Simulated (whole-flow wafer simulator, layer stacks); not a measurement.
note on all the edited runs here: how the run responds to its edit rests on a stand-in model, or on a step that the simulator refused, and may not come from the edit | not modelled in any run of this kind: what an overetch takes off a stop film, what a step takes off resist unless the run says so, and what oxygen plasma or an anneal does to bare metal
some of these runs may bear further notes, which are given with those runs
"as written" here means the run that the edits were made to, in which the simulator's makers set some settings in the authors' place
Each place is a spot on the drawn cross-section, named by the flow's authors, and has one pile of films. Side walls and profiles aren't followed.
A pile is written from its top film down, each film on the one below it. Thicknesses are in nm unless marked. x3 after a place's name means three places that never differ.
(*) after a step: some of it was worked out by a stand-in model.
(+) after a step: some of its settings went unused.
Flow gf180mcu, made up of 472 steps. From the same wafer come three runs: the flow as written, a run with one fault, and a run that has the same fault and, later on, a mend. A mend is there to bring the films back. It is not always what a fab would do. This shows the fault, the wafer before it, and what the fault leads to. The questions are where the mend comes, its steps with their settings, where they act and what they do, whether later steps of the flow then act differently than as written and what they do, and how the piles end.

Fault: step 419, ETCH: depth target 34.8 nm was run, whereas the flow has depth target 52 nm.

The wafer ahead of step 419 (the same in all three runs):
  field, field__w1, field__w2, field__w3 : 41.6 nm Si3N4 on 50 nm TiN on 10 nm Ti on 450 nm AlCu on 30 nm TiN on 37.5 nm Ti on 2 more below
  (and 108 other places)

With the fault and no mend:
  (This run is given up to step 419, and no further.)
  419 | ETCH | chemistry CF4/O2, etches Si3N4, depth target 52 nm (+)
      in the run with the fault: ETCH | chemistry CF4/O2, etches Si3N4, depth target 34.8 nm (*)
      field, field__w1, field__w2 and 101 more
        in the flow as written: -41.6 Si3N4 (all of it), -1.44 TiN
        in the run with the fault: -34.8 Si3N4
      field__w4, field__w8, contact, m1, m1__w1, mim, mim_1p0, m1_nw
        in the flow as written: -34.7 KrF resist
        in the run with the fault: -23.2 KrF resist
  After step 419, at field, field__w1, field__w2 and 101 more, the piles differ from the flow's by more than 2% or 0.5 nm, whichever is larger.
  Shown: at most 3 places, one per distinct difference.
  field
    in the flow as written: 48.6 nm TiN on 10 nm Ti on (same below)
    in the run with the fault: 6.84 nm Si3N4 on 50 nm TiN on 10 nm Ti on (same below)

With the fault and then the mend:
  After step 419 comes the mend.
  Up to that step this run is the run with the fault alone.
  419a | ETCH | chemistry CF4/O2, etches Si3N4, depth target 17.2 nm (*) (+) (the flow's step 419, run once more with other settings)
      field, field__w1, field__w2 and 101 more
        -6.84 Si3N4 (all of it), -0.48 TiN
      field__w4, field__w8, contact, m1, m1__w1, mim, mim_1p0, m1_nw
        -6.84 KrF resist
  Every later step of the flow that is run acts as written, at every place that is followed, to within 2% or 0.5 nm, whichever is larger.
  The piles end the same as the flow's at every place that both follow.
